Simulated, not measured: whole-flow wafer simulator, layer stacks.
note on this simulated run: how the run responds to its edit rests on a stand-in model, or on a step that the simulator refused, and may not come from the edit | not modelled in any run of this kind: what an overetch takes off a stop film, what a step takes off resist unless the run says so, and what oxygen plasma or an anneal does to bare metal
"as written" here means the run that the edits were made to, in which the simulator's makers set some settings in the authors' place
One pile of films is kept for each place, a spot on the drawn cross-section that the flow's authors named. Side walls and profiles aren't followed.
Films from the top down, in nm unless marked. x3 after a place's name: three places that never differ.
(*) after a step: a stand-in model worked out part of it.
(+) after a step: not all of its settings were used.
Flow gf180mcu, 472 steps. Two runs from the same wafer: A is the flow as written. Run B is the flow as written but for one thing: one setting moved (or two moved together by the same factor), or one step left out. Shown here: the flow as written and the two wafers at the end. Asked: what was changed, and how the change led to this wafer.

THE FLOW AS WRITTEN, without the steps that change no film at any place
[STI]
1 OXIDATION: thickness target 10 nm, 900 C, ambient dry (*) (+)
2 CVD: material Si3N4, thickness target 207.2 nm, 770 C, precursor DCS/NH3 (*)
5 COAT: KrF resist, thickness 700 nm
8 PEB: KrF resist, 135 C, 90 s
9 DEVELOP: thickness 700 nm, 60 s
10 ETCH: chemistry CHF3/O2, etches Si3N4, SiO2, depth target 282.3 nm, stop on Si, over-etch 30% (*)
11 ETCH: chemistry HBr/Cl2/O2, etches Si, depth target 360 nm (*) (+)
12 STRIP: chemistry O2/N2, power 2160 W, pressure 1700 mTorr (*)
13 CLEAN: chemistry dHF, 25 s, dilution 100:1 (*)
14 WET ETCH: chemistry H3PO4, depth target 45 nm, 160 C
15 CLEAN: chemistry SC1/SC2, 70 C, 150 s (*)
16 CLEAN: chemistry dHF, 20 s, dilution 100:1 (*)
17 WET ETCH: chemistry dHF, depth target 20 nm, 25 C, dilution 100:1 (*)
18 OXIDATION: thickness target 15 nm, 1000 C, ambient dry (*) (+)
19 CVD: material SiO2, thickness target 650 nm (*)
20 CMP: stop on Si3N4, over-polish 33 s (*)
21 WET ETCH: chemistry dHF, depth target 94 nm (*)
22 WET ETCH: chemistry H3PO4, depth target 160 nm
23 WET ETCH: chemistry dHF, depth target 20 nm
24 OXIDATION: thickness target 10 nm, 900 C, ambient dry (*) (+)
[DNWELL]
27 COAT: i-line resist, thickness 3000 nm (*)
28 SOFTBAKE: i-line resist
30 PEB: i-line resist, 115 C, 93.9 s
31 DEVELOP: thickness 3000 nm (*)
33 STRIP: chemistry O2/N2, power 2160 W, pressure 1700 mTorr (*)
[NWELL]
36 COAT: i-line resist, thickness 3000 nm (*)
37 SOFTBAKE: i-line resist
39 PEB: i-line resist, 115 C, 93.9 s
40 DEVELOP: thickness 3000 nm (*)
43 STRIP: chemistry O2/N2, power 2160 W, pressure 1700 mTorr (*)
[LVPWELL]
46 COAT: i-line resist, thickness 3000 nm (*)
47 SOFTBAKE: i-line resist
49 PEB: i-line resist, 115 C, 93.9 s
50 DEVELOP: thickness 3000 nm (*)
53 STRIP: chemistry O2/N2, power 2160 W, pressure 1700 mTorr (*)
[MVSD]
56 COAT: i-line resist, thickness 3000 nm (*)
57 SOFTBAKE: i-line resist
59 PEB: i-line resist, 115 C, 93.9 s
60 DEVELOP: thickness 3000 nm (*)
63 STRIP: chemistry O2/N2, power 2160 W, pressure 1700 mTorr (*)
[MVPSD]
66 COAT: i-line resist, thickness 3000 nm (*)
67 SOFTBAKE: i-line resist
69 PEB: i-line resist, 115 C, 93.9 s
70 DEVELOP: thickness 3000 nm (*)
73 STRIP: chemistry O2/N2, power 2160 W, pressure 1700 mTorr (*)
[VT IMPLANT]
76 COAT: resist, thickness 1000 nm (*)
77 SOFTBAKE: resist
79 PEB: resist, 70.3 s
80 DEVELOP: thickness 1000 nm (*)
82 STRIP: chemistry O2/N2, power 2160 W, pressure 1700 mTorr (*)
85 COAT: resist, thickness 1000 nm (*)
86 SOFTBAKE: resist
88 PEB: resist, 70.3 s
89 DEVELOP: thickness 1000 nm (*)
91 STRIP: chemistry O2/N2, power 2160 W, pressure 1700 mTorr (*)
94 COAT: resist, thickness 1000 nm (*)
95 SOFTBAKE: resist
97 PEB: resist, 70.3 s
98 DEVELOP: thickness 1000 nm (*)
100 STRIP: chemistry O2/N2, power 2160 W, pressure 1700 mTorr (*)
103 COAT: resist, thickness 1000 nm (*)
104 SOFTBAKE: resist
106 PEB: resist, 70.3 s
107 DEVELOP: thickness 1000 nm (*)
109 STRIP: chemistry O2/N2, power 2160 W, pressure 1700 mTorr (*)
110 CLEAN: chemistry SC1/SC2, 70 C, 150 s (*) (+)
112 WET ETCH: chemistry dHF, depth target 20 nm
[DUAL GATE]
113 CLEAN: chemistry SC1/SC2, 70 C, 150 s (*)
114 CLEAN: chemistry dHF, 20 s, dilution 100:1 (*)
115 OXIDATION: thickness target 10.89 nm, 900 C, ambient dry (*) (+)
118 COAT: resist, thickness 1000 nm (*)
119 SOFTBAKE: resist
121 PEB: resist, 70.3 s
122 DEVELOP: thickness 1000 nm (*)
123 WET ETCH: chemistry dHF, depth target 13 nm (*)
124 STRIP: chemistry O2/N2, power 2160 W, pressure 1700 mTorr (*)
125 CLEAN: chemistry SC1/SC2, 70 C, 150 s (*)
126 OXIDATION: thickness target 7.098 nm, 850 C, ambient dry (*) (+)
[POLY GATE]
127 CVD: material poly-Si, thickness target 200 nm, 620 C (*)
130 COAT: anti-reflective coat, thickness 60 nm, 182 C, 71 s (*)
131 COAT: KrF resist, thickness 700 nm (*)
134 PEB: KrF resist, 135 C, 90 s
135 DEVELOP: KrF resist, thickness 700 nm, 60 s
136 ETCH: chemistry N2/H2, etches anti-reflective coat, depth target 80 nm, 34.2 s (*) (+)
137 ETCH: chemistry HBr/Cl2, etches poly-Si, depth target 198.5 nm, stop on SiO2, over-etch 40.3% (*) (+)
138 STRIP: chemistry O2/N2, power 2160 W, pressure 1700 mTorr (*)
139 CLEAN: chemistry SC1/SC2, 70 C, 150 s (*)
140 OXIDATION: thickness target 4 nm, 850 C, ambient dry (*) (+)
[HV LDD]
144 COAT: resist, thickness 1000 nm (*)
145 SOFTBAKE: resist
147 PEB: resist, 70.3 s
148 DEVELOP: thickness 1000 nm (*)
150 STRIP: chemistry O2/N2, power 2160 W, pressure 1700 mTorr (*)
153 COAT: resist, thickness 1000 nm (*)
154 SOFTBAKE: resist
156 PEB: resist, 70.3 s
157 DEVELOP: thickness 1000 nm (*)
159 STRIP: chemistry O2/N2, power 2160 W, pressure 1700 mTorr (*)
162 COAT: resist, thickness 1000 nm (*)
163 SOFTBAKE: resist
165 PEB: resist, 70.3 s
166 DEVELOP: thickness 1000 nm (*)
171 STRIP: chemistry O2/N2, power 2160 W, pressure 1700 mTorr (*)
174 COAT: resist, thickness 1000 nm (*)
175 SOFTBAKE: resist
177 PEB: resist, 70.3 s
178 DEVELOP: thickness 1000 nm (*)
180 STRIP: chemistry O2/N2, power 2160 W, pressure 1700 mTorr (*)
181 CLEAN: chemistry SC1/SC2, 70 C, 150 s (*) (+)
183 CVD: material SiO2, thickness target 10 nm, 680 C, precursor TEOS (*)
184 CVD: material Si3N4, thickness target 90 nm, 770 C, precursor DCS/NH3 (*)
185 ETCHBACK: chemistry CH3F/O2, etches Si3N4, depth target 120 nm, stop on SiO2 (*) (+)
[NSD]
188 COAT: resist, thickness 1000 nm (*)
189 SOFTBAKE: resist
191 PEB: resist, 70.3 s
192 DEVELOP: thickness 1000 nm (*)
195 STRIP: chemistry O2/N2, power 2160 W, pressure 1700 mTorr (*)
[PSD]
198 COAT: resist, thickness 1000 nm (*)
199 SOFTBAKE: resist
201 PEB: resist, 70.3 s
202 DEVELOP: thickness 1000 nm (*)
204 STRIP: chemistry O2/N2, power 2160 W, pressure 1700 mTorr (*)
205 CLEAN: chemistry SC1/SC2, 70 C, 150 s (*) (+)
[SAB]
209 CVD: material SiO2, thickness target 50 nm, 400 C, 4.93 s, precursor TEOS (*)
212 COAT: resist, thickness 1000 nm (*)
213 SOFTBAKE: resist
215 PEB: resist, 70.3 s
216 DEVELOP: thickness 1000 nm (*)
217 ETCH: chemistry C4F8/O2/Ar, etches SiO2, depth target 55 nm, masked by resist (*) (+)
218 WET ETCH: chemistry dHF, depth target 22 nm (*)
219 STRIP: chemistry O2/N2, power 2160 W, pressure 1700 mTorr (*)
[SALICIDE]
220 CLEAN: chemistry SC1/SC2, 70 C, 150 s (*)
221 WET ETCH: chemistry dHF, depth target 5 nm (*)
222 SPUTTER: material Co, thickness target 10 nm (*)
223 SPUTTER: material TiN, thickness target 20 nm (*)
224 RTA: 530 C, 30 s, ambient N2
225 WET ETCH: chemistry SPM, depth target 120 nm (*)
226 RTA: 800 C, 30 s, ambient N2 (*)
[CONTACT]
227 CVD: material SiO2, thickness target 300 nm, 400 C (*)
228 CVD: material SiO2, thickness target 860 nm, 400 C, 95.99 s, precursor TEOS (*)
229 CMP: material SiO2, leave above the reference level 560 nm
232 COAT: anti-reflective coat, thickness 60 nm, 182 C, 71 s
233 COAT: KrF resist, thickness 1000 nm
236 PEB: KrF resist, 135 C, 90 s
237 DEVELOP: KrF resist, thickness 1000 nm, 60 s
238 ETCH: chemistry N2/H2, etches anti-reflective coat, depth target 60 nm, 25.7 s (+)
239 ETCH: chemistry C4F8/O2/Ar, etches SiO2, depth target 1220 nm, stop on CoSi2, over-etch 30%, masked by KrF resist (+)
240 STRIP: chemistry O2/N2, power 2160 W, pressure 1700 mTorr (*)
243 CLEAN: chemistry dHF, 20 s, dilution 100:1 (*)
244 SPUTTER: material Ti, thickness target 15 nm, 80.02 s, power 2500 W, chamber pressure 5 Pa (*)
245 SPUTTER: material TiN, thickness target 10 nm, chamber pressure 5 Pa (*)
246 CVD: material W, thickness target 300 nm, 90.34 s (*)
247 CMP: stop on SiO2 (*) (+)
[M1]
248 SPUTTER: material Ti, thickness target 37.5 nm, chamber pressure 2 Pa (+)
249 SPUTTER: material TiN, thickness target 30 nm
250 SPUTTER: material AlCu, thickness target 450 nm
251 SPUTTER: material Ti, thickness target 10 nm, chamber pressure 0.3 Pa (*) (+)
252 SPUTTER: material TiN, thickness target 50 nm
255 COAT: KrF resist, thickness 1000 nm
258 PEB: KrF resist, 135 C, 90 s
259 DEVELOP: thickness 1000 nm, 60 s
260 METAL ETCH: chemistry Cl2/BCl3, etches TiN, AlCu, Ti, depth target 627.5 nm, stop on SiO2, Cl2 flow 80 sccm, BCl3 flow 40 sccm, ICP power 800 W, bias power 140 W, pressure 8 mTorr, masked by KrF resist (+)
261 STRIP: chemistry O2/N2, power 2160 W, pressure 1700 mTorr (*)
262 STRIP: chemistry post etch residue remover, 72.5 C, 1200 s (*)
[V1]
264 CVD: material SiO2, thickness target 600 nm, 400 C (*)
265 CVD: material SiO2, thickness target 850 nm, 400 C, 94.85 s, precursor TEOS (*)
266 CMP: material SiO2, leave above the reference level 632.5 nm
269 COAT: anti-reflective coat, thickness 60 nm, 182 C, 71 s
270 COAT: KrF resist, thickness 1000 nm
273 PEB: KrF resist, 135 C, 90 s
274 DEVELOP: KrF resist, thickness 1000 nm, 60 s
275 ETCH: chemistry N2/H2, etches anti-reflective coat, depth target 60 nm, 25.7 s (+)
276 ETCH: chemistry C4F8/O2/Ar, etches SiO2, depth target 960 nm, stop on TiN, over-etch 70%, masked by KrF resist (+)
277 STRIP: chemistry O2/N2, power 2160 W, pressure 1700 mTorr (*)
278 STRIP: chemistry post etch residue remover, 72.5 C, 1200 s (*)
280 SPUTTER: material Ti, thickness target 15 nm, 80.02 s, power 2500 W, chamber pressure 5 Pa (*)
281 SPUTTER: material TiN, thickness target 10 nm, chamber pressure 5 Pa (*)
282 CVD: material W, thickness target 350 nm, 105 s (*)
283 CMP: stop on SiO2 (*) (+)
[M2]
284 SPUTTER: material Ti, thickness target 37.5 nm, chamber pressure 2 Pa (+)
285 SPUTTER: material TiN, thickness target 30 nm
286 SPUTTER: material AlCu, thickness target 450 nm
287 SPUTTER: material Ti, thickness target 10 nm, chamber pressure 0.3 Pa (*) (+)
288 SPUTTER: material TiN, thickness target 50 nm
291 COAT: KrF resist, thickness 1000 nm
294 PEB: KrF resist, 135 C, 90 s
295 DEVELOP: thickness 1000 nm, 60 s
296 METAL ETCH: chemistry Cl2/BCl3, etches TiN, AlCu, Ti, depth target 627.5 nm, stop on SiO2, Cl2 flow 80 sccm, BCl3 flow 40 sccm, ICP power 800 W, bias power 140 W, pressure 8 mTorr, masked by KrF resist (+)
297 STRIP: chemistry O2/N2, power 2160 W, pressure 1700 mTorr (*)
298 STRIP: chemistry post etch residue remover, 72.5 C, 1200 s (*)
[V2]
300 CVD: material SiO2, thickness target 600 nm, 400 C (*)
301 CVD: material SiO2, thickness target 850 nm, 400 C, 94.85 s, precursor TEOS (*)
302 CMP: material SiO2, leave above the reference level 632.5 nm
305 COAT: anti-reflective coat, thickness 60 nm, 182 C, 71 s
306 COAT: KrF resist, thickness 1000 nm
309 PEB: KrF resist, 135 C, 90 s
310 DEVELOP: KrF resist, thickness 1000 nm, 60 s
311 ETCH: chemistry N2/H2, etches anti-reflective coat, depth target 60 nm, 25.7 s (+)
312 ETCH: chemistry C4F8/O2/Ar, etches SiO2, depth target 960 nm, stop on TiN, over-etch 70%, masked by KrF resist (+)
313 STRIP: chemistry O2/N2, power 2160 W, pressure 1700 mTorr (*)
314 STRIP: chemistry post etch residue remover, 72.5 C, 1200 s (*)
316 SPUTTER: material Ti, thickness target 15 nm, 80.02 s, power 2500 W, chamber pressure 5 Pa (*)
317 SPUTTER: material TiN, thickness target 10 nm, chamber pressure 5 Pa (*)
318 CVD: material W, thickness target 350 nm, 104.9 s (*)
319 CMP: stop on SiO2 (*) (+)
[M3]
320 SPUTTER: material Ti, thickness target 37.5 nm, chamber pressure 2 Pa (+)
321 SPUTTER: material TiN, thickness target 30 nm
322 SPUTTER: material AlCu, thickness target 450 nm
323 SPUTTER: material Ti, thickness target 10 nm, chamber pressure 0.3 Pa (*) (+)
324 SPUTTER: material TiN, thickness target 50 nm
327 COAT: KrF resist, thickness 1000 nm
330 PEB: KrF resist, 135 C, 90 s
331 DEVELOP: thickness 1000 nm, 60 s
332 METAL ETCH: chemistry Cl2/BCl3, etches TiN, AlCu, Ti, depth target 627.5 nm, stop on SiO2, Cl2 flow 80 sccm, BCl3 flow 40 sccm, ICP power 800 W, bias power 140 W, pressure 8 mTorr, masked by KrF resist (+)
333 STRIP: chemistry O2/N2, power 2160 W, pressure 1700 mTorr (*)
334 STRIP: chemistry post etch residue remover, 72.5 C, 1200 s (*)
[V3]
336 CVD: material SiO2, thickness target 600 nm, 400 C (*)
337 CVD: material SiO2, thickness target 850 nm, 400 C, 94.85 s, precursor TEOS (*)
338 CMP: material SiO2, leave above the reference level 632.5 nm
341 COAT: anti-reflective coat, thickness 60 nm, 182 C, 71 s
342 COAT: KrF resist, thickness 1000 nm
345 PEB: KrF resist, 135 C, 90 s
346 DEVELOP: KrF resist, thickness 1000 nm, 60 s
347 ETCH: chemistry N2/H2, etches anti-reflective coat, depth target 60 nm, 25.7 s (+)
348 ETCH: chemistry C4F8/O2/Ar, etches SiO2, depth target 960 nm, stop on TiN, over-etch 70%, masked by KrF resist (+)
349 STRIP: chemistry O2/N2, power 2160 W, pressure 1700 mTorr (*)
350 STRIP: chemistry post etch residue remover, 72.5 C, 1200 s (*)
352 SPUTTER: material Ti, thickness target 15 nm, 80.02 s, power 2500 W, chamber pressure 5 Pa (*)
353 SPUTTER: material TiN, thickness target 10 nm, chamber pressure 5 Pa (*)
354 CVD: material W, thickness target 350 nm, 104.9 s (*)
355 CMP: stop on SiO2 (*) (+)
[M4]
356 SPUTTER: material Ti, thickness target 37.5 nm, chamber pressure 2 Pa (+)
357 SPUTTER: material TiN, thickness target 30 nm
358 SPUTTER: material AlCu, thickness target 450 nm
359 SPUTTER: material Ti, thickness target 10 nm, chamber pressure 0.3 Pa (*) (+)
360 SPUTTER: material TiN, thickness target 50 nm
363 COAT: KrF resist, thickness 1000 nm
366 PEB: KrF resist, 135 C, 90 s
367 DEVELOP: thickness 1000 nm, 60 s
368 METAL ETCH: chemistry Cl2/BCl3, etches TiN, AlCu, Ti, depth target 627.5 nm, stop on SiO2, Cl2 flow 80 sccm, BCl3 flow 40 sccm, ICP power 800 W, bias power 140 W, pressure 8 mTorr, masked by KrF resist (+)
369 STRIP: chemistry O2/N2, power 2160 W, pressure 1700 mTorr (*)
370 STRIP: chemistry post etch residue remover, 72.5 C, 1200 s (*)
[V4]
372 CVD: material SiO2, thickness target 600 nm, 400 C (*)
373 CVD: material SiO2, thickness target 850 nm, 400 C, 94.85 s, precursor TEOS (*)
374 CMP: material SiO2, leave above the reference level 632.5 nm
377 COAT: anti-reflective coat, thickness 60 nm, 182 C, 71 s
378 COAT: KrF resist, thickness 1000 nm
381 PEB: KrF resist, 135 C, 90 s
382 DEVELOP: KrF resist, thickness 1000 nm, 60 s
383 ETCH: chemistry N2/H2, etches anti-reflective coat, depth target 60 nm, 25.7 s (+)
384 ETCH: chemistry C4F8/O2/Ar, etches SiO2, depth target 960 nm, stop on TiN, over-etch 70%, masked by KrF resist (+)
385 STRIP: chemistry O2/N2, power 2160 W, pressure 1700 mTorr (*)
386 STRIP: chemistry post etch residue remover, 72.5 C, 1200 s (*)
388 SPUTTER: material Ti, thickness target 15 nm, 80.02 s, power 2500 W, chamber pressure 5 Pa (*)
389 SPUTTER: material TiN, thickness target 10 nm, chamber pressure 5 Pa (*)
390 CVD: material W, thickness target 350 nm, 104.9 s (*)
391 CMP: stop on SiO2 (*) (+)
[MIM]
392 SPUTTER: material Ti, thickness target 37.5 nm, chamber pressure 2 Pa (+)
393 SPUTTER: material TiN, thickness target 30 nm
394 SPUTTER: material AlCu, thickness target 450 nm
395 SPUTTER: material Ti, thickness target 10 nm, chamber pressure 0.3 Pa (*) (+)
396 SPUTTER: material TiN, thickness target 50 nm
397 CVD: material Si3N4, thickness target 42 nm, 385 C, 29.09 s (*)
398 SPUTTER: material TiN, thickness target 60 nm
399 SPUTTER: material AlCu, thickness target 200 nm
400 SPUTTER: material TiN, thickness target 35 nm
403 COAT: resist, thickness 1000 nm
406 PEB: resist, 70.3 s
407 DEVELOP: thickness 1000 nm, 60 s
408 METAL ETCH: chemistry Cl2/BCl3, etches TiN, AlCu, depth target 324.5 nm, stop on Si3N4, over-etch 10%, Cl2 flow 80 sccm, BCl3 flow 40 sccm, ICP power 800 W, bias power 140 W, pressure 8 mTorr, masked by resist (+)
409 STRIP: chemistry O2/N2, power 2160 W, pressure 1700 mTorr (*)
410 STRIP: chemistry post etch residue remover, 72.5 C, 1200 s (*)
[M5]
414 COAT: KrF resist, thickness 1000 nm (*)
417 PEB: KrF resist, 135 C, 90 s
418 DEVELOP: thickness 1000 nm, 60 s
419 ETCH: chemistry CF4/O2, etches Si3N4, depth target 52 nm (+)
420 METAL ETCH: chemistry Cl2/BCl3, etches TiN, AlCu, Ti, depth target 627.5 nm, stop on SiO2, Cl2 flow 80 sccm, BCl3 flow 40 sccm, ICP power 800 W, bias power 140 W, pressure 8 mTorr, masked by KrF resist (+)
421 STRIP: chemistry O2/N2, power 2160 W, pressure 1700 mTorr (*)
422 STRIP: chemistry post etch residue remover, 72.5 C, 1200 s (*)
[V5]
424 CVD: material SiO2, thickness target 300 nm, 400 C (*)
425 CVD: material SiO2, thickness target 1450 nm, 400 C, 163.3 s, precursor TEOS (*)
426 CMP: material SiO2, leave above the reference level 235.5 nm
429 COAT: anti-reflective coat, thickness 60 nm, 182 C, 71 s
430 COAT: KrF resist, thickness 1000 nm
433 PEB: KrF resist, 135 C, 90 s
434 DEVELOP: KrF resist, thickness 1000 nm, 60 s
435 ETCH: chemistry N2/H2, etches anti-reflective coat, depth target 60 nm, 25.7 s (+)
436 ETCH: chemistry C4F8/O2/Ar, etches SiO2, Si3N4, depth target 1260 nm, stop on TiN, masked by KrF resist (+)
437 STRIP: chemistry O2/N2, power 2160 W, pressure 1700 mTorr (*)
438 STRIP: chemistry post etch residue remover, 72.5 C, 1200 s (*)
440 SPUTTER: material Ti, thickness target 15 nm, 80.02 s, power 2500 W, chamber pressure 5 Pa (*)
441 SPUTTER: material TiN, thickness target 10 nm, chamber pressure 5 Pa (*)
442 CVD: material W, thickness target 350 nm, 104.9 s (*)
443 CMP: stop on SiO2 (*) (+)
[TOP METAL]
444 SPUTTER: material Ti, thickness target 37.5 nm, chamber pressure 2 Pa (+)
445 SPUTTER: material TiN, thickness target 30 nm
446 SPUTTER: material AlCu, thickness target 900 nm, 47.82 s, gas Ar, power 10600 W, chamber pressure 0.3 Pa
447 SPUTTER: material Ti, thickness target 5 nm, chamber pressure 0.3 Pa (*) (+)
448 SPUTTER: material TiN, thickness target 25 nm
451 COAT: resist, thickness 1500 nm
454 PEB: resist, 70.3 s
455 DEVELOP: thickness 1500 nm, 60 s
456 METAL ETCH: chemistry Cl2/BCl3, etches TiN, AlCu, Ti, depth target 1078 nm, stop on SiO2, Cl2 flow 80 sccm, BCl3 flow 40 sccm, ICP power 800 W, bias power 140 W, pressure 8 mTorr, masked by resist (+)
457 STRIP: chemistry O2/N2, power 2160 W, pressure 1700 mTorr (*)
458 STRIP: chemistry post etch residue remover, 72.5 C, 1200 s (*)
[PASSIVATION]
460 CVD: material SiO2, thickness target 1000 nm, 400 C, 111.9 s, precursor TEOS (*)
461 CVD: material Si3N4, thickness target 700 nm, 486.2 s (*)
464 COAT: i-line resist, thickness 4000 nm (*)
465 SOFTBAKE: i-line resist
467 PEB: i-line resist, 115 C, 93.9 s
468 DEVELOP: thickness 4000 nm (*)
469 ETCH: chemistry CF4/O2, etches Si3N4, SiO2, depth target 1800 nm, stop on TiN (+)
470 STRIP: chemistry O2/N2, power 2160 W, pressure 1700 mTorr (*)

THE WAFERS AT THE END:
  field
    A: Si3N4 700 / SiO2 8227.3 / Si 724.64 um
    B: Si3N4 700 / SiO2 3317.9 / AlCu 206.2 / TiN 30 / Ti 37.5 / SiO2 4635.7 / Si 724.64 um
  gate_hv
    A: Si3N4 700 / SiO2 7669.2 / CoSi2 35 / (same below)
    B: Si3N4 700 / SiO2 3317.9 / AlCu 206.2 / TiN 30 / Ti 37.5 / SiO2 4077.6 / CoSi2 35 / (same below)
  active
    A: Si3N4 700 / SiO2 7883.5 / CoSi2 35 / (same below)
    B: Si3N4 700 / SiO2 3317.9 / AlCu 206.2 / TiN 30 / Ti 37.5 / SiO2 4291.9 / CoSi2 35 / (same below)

The cause: step 368, METAL ETCH: depth target 298.1 nm was run, where the flow has depth target 627.5 nm.

How the change led to this, step by step:
  368 METAL ETCH: chemistry Cl2/BCl3, etches TiN, AlCu, Ti, depth target 627.5 nm, stop on SiO2, Cl2 flow 80 sccm, BCl3 flow 40 sccm, ICP power 800 W, bias power 140 W, pressure 8 mTorr, masked by KrF resist (+)
      field, field__w1, field__w2 and 103 more: A TiN -50 (all of it), Ti -10 (all of it), AlCu -450 (all of it), TiN -30 (all of it), Ti -37.5 (all of it) | B TiN -50 (all of it), Ti -10 (all of it), AlCu -238.1
      field__w8, contact, m1, m1__w1, m1_nw: A KrF resist -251 | B KrF resist -119.2
  369 STRIP: chemistry O2/N2, power 2160 W, pressure 1700 mTorr (*)
      field__w8, contact, m1, m1__w1, m1_nw: A KrF resist -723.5 (all of it) | B KrF resist -855.3 (all of it)
  370 STRIP: chemistry post etch residue remover, 72.5 C, 1200 s (*)
      field, field__w1, field__w2 and 103 more: A nothing | B AlCu -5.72
  372 CVD: material SiO2, thickness target 600 nm, 400 C (*)
      field, field__w1, field__w2 and 103 more: A SiO2 +600 | B SiO2 +600 (new film)
  374 CMP: material SiO2, leave above the reference level 632.5 nm
      field, field__w1, field__w2 and 103 more: A SiO2 -300 | B SiO2 -573.7
Counting metal films that touch as one body, field has 1 body; the flow as written gives 0 bodies.
Counting metal films that touch as one body, gate_hv has 2 bodies (between them, from the top down: SiO2 4077.6); the flow as written gives 1 body.
Counting metal films that touch as one body, active has 2 bodies (between them, from the top down: SiO2 4291.9); the flow as written gives 1 body.
